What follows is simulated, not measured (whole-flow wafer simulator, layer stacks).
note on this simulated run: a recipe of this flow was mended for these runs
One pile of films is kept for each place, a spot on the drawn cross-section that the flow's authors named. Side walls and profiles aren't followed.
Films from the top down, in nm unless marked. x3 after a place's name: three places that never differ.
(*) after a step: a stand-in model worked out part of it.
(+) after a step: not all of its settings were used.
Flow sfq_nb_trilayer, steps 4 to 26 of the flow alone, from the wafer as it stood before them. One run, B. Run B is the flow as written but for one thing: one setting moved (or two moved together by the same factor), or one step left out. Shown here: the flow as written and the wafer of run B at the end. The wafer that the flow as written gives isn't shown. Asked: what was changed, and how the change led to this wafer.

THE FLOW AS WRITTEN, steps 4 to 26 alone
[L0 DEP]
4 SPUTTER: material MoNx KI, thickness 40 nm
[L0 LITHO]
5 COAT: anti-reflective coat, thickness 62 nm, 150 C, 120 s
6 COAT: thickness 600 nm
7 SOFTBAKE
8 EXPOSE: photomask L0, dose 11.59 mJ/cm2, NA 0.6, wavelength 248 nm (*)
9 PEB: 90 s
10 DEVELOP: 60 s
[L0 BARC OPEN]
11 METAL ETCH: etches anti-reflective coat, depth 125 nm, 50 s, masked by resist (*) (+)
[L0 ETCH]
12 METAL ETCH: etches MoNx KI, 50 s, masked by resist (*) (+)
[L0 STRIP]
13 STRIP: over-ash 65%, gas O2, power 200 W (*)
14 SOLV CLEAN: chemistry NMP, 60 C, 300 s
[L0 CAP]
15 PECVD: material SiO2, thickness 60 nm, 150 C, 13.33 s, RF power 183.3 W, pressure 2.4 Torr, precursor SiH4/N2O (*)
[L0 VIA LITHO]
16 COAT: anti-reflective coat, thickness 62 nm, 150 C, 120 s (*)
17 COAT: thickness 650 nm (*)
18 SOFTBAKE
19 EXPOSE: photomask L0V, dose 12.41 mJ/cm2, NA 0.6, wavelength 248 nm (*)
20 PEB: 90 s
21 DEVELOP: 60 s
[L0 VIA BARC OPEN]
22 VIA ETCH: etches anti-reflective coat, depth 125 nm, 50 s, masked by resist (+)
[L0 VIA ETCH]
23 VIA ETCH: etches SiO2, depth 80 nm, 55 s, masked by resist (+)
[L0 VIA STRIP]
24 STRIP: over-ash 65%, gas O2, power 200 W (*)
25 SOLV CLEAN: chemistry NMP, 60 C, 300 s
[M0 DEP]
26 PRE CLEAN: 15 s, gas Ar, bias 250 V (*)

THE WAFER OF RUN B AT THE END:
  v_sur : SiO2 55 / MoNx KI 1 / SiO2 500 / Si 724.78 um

The cause: step 12, METAL ETCH: 39 s was run, where the flow has 50 s.

How the change led to this, step by step:
  12 METAL ETCH: etches MoNx KI, 50 s, masked by resist (*) (+)
      v_sur, via_wl, via_w and 97 more: MoNx KI -39 (as written it would be: MoNx KI -40 (all of it), SiO2 -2)
      field_l, l0_sur, l0v, l0r_line_l, l0r_line_c, l0r_line_r: KrF-resist-other-grade -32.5 (as written it would be: KrF-resist-other-grade -41.7)
  15 PECVD: material SiO2, thickness 60 nm, 150 C, 13.33 s, RF power 183.3 W, pressure 2.4 Torr, precursor SiH4/N2O (*)
      v_sur, via_wl, via_w and 97 more: SiO2 +60 (new film) (as written it would be: SiO2 +60)
  16 COAT: anti-reflective coat, thickness 62 nm, 150 C, 120 s (*)
      l0_sur: anti-reflective coat +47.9 (new film) (as written it would be: anti-reflective coat +46.9 (new film))
      l0r_space_c: anti-reflective coat +89 (new film) (as written it would be: anti-reflective coat +91 (new film))
  24 STRIP: over-ash 65%, gas O2, power 200 W (*)
      l0_sur: KrF-resist-other-grade -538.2 (all of it), anti-reflective coat -47.9 (all of it) (as written it would be: KrF-resist-other-grade -537.9 (all of it), anti-reflective coat -46.9 (all of it))
      l0r_space_c: KrF-resist-other-grade -546.6 (all of it), anti-reflective coat -89 (all of it) (as written it would be: KrF-resist-other-grade -547.1 (all of it), anti-reflective coat -91 (all of it))
Counting metal films that touch as one body, v_sur has 1 body; the flow as written gives 0 bodies.
